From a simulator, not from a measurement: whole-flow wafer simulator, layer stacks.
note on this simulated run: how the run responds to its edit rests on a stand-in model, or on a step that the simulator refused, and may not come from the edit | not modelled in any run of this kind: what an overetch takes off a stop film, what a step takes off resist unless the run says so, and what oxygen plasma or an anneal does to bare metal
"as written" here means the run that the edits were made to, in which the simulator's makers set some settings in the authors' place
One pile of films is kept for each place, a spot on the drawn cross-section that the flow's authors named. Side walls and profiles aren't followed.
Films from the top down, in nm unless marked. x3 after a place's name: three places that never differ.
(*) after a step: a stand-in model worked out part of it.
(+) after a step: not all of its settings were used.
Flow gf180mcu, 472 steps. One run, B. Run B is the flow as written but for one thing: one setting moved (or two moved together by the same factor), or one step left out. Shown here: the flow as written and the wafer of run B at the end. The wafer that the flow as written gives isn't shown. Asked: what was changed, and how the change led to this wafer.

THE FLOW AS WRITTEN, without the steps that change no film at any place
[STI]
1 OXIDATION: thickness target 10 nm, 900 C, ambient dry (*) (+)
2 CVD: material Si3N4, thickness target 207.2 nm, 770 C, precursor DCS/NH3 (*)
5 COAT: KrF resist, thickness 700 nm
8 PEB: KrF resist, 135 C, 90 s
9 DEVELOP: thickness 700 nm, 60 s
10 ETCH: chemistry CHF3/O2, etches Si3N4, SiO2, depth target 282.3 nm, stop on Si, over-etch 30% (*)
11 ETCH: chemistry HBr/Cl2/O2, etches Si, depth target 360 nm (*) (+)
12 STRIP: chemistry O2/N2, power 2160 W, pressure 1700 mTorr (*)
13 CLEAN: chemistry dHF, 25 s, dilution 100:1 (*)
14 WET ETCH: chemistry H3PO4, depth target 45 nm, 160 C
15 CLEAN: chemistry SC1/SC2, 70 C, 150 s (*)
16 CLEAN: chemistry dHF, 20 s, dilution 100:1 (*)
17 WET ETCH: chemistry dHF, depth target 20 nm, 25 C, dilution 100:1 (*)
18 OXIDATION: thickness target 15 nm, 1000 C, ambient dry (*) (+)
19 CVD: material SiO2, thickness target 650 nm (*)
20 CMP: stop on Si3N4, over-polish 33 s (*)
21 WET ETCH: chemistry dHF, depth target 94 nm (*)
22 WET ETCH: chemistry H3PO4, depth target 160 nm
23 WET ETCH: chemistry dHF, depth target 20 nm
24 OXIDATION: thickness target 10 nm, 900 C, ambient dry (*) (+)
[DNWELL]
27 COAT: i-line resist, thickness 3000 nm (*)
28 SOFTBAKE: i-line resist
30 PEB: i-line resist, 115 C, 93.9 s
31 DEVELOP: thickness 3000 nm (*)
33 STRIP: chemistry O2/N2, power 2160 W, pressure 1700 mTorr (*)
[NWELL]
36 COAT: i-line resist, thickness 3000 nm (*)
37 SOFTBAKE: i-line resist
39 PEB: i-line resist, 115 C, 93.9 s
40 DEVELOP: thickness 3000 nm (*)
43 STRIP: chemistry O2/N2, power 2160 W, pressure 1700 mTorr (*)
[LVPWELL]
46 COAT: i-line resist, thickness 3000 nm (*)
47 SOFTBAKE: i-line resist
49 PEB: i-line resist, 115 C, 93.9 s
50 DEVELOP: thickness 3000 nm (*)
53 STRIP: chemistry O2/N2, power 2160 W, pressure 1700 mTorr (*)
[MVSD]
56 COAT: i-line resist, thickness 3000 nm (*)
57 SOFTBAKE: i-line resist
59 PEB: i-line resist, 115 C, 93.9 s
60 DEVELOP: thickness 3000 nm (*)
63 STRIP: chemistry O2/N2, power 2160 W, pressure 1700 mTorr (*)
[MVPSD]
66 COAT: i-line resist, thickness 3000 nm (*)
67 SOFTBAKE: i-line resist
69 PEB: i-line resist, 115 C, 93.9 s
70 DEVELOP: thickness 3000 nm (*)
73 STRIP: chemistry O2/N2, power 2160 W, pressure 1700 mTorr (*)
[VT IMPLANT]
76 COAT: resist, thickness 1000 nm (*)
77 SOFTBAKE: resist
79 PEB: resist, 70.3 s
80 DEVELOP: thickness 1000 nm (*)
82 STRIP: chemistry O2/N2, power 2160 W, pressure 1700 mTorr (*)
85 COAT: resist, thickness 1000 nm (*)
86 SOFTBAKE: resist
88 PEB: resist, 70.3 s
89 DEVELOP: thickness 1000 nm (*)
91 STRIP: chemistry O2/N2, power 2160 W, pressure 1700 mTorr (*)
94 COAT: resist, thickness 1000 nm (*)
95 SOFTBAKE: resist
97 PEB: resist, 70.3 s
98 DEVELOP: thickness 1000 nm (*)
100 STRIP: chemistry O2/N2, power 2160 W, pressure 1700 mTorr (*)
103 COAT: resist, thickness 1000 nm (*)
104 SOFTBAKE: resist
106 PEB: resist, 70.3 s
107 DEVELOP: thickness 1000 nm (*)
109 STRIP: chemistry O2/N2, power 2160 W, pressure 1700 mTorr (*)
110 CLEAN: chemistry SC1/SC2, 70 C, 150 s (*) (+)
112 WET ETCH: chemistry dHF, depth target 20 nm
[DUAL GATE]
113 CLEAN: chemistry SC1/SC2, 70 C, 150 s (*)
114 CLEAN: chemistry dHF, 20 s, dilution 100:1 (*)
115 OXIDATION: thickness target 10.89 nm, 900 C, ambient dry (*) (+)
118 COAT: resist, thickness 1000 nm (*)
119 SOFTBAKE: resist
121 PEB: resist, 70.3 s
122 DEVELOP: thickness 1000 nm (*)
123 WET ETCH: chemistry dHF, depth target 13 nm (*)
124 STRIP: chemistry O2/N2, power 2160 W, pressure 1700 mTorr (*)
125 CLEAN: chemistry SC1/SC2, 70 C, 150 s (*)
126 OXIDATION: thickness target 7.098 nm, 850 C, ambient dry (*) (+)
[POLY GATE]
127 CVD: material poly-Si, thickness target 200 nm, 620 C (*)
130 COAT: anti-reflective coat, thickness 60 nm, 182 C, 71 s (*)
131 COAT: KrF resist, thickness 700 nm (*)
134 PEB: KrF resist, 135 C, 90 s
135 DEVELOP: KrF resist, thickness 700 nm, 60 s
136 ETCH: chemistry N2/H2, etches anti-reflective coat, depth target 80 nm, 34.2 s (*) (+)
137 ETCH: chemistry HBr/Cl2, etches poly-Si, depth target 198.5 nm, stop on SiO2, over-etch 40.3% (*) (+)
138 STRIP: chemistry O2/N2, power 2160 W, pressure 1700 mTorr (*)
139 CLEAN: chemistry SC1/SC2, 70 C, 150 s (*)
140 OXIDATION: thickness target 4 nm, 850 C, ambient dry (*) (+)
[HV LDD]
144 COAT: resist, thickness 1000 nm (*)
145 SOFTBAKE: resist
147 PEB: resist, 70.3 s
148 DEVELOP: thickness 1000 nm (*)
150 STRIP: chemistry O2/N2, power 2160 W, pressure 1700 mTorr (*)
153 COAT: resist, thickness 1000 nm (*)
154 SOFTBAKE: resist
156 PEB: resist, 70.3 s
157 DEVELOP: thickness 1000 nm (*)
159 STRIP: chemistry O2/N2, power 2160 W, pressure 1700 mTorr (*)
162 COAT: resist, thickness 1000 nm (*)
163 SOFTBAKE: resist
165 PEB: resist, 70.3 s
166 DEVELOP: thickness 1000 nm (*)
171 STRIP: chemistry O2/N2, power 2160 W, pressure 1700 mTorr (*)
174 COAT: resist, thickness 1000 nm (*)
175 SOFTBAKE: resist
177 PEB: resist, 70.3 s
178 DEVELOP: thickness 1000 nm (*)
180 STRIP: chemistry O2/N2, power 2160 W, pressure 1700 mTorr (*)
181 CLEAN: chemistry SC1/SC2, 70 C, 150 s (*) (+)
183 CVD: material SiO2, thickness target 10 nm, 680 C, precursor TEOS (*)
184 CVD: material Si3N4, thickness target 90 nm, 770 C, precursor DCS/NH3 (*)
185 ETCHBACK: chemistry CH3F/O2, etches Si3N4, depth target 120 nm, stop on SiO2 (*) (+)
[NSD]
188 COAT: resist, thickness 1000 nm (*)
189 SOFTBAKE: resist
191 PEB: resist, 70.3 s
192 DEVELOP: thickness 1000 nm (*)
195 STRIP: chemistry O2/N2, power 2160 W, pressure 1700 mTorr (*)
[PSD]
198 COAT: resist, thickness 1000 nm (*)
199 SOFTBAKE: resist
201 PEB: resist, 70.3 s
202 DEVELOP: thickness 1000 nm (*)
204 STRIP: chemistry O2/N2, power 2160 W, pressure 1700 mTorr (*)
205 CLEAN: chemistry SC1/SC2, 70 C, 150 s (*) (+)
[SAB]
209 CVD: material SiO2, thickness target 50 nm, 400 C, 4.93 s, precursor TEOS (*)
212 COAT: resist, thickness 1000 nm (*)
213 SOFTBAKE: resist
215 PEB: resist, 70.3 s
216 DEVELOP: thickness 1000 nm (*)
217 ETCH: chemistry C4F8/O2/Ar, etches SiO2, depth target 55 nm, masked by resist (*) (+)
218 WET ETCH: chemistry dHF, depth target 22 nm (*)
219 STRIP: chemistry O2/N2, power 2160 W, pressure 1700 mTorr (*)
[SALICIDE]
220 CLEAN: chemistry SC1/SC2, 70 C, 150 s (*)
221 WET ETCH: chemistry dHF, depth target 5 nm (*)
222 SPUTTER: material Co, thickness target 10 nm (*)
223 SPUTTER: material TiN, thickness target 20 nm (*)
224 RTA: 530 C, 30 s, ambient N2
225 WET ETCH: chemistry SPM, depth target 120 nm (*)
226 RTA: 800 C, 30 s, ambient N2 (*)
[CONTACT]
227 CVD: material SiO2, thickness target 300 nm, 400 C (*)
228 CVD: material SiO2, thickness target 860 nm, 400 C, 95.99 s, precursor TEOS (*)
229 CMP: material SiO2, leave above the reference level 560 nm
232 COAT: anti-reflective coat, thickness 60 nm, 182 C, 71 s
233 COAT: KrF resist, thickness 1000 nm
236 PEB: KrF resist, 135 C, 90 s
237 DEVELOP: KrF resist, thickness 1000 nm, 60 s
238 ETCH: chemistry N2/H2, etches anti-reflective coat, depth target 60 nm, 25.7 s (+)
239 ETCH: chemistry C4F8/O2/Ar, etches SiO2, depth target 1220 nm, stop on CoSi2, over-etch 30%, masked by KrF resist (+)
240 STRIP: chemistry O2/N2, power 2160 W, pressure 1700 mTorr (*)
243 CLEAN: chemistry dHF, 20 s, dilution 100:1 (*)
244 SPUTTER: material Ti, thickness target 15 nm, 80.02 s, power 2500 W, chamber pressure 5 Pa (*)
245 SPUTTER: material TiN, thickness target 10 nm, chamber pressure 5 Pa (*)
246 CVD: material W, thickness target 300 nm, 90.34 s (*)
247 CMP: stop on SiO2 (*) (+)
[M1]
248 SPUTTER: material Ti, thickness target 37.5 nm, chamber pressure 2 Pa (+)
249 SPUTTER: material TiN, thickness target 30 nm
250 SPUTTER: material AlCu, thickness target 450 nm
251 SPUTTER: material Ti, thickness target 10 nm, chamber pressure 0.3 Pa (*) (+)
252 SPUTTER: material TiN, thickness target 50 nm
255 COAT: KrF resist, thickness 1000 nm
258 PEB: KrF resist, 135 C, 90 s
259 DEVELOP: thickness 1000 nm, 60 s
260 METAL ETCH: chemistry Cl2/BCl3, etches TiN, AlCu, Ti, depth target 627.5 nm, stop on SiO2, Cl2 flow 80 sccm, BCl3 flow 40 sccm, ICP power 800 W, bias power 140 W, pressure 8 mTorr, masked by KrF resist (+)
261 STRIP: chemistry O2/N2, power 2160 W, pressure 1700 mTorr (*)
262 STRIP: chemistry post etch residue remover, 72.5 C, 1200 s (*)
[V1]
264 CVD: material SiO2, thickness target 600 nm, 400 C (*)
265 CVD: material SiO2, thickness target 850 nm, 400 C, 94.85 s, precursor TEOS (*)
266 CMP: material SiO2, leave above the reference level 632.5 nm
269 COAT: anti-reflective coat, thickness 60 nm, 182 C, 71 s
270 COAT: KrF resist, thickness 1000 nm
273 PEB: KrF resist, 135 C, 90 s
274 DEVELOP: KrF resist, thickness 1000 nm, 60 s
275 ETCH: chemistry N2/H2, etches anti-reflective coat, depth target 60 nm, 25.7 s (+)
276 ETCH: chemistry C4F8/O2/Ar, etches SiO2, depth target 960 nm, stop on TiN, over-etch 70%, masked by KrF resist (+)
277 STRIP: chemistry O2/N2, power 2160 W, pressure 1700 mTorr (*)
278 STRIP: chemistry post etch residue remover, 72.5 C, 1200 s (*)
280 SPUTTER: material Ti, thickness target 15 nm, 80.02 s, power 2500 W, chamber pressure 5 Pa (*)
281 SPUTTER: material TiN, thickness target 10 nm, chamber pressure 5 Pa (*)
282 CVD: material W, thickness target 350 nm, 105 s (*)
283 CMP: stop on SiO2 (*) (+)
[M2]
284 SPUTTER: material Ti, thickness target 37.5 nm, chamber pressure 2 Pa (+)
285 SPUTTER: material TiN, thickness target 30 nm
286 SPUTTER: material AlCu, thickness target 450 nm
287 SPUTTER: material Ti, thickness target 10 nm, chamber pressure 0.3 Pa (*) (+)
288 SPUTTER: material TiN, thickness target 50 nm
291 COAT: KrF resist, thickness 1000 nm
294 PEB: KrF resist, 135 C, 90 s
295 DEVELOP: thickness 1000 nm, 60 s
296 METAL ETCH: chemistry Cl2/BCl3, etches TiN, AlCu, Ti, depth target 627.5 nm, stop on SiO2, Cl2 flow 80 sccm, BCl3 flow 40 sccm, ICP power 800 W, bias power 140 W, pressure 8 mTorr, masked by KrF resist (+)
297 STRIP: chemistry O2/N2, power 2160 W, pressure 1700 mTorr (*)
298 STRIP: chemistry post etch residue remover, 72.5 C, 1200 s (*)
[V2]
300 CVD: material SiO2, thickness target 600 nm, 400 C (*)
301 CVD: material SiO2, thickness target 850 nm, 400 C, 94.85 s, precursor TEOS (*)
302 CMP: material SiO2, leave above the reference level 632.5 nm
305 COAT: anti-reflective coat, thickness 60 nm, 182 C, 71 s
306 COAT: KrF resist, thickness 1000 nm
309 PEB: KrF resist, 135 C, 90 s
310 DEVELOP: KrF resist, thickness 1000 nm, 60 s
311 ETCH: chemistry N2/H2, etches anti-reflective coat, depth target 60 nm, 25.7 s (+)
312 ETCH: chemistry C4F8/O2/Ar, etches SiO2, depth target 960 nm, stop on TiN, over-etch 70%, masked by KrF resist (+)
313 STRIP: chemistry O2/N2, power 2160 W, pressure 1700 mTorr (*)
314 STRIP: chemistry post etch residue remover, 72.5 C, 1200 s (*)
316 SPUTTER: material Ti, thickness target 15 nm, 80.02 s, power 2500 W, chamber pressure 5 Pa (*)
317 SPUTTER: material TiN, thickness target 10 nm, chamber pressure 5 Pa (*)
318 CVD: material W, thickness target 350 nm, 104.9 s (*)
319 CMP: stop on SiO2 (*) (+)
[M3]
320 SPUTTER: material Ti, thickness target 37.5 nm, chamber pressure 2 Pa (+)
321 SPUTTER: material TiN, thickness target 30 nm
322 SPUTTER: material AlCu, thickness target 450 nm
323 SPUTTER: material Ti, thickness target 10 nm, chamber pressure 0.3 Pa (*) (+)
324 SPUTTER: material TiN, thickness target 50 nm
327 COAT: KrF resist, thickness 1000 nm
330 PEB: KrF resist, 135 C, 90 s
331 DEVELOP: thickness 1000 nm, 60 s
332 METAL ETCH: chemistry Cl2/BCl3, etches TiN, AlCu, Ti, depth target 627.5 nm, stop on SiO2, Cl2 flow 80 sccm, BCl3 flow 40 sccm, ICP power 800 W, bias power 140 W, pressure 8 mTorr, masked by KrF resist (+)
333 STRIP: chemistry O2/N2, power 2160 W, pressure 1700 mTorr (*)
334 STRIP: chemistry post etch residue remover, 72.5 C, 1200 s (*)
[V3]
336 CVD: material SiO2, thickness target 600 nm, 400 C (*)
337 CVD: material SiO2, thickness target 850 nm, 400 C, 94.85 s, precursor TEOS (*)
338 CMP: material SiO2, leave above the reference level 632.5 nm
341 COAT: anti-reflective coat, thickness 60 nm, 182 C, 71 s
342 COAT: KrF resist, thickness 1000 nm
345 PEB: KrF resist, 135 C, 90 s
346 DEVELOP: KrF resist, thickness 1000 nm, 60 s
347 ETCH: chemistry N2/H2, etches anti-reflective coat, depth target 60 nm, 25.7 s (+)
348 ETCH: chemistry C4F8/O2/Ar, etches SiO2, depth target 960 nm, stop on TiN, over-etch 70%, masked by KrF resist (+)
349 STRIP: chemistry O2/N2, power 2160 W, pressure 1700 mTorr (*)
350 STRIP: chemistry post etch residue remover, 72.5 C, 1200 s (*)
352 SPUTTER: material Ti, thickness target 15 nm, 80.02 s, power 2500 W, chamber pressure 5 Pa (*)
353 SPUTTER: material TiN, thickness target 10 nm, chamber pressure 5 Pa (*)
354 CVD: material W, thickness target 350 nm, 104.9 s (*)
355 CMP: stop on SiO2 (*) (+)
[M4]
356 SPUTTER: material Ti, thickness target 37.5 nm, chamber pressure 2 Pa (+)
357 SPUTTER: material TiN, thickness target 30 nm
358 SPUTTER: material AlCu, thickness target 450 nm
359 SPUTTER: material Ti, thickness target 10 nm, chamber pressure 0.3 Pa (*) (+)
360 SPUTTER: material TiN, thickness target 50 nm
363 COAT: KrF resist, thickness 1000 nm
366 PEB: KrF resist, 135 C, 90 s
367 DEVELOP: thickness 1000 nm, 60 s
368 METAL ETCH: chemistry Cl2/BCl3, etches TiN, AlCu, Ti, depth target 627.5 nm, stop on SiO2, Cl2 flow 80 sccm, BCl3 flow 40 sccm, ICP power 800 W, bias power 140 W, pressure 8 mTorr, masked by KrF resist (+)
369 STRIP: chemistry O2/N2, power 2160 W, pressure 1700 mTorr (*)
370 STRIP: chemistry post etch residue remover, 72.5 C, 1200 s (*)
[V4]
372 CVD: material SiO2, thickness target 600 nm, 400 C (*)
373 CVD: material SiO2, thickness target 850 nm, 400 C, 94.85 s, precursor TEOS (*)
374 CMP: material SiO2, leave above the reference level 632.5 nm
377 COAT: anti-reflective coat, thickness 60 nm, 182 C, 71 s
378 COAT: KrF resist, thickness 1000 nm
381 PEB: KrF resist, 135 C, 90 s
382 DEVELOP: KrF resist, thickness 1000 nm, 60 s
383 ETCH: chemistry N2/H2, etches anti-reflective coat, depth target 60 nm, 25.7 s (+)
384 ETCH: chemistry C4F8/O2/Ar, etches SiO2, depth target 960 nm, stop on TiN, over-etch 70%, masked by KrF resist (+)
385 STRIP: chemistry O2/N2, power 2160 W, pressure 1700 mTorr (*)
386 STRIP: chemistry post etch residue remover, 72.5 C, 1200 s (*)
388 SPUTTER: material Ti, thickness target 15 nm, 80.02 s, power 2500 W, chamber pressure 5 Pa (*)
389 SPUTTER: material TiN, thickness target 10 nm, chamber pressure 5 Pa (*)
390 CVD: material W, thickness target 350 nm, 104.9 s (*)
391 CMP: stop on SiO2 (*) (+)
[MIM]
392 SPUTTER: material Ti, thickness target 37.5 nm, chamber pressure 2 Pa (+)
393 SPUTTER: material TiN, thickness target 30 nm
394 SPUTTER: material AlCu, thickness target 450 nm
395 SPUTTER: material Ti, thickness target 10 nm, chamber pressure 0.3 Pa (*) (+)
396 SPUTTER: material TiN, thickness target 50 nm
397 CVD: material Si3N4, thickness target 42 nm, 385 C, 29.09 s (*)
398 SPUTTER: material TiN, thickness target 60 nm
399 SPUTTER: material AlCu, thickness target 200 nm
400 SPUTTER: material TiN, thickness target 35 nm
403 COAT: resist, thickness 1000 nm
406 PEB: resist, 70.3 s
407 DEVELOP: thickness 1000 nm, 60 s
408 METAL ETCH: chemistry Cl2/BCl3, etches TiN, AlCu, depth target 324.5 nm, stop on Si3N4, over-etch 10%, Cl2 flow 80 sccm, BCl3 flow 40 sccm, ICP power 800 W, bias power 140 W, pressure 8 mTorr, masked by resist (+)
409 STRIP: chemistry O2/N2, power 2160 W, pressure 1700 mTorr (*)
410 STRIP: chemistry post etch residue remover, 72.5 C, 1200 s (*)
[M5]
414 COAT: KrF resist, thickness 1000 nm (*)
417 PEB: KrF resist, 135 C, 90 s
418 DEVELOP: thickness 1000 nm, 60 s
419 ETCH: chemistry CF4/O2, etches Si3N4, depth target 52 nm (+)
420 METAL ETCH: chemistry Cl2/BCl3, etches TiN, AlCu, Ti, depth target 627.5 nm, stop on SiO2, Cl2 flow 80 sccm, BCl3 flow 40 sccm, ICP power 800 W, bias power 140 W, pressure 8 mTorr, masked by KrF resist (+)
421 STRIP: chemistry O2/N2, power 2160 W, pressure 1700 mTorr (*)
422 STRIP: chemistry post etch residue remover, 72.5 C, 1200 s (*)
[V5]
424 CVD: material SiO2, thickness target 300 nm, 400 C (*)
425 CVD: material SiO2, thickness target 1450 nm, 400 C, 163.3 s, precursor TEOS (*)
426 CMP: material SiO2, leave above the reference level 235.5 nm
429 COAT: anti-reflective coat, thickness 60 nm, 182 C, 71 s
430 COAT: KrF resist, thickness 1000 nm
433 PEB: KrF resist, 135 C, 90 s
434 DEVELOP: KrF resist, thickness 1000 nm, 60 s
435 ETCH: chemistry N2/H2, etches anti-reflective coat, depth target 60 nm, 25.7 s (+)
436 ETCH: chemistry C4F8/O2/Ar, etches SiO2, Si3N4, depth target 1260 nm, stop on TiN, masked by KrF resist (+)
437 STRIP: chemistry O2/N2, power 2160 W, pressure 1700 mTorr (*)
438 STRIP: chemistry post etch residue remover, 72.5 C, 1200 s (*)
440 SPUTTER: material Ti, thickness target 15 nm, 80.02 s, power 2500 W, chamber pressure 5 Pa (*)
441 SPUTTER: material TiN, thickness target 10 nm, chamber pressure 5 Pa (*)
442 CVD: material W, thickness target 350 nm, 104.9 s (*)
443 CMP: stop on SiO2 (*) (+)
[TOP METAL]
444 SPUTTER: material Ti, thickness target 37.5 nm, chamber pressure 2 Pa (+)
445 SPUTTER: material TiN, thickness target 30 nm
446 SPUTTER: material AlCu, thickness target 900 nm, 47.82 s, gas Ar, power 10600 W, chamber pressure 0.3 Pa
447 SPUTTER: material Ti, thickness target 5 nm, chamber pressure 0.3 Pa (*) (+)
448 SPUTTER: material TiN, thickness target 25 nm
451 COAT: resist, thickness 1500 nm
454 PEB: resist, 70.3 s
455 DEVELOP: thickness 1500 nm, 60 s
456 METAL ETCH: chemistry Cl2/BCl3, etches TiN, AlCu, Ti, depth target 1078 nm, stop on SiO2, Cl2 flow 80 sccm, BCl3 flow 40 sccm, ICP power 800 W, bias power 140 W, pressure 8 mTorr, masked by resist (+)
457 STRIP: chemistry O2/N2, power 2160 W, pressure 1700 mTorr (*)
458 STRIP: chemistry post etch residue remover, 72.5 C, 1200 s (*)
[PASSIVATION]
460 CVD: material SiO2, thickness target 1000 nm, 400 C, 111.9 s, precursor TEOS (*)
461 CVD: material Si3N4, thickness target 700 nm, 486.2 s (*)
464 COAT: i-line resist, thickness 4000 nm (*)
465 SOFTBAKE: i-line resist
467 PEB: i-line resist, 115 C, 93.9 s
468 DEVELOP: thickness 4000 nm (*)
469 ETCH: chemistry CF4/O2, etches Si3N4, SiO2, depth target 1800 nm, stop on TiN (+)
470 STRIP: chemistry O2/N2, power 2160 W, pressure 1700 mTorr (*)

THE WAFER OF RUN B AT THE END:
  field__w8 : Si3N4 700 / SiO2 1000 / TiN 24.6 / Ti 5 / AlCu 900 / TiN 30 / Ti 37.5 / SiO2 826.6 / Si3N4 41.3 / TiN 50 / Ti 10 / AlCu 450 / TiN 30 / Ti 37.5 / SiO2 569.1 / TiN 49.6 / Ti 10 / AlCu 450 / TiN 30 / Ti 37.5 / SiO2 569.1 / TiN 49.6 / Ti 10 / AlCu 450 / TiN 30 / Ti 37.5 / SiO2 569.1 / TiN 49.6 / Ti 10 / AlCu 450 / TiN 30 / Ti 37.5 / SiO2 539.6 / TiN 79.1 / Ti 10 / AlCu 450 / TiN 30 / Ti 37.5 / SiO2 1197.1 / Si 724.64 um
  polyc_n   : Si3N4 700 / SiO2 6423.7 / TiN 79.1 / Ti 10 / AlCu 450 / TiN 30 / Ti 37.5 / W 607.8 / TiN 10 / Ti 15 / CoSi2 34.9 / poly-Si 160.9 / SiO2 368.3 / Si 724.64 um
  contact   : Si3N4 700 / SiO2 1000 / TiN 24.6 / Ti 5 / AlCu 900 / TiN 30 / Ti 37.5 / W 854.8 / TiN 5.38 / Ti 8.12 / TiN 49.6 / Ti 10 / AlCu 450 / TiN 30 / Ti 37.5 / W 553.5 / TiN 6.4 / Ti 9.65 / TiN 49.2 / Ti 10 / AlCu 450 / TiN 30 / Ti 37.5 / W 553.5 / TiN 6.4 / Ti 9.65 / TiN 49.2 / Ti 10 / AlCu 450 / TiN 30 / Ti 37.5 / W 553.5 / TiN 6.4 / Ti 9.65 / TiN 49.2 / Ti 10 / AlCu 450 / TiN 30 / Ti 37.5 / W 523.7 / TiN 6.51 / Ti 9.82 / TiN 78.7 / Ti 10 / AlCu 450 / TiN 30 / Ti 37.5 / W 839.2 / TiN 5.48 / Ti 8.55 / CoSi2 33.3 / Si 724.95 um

The cause: step 252, SPUTTER: thickness target 79.5 nm was run, where the flow has thickness target 50 nm.

How the change led to this, step by step:
  252 SPUTTER: material TiN, thickness target 50 nm
      field, field__w1, field__w2 and 108 more: TiN +79.5 (new film) (as written it would be: TiN +50 (new film))
  260 METAL ETCH: chemistry Cl2/BCl3, etches TiN, AlCu, Ti, depth target 627.5 nm, stop on SiO2, Cl2 flow 80 sccm, BCl3 flow 40 sccm, ICP power 800 W, bias power 140 W, pressure 8 mTorr, masked by KrF resist (+)
      field, field__w1, field__w2 and 99 more: TiN -79.5 (all of it), Ti -10 (all of it), AlCu -450 (all of it), TiN -30 (all of it), Ti -37.5 (all of it) (as written it would be: TiN -50 (all of it), Ti -10 (all of it), AlCu -450 (all of it), TiN -30 (all of it), Ti -37.5 (all of it))
  266 CMP: material SiO2, leave above the reference level 632.5 nm
      field__w8, contact, m1 and 6 more: SiO2 -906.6 (as written it would be: SiO2 -877.1)
  276 ETCH: chemistry C4F8/O2/Ar, etches SiO2, depth target 960 nm, stop on TiN, over-etch 70%, masked by KrF resist (+)
      field, field__w1, field__w2 and 107 more: KrF resist -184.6 (as written it would be: KrF resist -192)
      contact: SiO2 -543 (all of it) (as written it would be: SiO2 -572.5 (all of it))
  282 CVD: material W, thickness target 350 nm, 105 s (*)
      contact: W +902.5 (new film) (as written it would be: W +932.3 (new film))
